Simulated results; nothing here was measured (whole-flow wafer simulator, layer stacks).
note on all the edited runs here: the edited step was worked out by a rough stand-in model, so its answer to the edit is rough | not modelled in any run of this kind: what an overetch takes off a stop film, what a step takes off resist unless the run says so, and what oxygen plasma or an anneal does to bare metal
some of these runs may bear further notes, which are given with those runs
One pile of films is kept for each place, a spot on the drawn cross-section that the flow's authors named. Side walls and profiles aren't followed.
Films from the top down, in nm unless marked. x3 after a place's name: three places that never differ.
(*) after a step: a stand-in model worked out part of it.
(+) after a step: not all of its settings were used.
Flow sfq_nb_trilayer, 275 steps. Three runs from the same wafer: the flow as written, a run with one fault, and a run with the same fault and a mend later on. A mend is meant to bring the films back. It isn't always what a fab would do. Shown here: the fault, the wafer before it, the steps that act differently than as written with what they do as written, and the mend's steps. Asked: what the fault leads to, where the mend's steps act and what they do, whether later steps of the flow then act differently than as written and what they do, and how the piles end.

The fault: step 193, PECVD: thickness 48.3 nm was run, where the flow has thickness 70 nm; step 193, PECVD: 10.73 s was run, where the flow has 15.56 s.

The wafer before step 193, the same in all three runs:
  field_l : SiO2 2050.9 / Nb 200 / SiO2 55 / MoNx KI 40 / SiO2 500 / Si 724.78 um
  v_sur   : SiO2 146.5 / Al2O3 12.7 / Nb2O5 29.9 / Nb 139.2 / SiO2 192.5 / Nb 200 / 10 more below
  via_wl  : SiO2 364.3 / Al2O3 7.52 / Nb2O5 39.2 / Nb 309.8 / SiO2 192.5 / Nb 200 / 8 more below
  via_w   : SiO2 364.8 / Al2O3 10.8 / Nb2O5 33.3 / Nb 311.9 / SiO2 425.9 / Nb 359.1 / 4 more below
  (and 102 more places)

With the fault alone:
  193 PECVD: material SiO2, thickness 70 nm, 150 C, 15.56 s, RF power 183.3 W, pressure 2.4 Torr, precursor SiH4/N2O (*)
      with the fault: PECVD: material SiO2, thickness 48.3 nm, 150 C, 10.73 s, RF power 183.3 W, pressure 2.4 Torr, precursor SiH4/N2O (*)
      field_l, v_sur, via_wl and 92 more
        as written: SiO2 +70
        with the fault: SiO2 +48.3
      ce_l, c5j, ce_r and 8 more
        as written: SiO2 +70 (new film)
        with the fault: SiO2 +48.3 (new film)
  Later steps of the flow that act differently than as written (10 more steps differ only slightly, by at most 2% or 0.5 nm, whichever is larger, and aren't shown):
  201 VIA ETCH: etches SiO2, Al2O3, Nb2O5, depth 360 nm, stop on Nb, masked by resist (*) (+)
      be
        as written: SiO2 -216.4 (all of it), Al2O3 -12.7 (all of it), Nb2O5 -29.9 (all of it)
        with the fault: SiO2 -194.7 (all of it), Al2O3 -12.7 (all of it), Nb2O5 -29.9 (all of it)
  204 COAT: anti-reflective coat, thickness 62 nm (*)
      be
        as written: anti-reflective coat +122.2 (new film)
        with the fault: anti-reflective coat +118.9 (new film)
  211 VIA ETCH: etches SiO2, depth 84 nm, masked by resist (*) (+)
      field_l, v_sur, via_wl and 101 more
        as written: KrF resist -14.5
        with the fault: KrF resist -12.5
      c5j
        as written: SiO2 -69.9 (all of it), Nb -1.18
        with the fault: SiO2 -48.2 (all of it), Nb -2
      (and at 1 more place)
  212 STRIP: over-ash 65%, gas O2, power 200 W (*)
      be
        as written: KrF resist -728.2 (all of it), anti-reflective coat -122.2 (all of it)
        with the fault: KrF resist -714.7 (all of it), anti-reflective coat -118.9 (all of it)
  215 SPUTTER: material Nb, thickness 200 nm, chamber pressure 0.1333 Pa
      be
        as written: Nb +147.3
        with the fault: Nb +152.3
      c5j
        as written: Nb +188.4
        with the fault: Nb +194.5
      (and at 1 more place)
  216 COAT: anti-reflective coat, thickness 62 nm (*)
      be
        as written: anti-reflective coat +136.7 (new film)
        with the fault: anti-reflective coat +132.4 (new film)
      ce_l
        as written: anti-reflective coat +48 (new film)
        with the fault: anti-reflective coat +53.5 (new film)
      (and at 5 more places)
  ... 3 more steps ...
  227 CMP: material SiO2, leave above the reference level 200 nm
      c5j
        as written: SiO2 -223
        with the fault: SiO2 -235.3
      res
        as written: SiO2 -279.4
        with the fault: SiO2 -305.3
  At the end the piles differ from the flow's by more than 2% or 0.5 nm, whichever is larger, at v_sur, via_wl, via_w and 61 more.
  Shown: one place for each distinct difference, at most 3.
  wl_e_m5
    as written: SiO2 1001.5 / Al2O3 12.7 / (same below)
    with the fault: SiO2 979.8 / Al2O3 12.7 / (same below)
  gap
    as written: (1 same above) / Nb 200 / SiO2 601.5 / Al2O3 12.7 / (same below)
    with the fault: (1 same above) / Nb 200 / SiO2 579.8 / Al2O3 12.7 / (same below)
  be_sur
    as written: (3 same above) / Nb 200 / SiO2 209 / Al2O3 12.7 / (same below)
    with the fault: (3 same above) / Nb 200 / SiO2 187.3 / Al2O3 12.7 / (same below)

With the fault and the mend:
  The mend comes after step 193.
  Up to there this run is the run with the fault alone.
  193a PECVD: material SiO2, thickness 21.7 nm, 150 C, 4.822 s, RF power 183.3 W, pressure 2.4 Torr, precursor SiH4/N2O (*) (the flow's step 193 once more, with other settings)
      field_l, v_sur, via_wl and 103 more
        SiO2 +21.7
  No later step of the flow acts differently than as written, at any place that is followed, by more than 2% or 0.5 nm, whichever is larger.
  At the end the piles are the same as the flow's at every place that both follow.
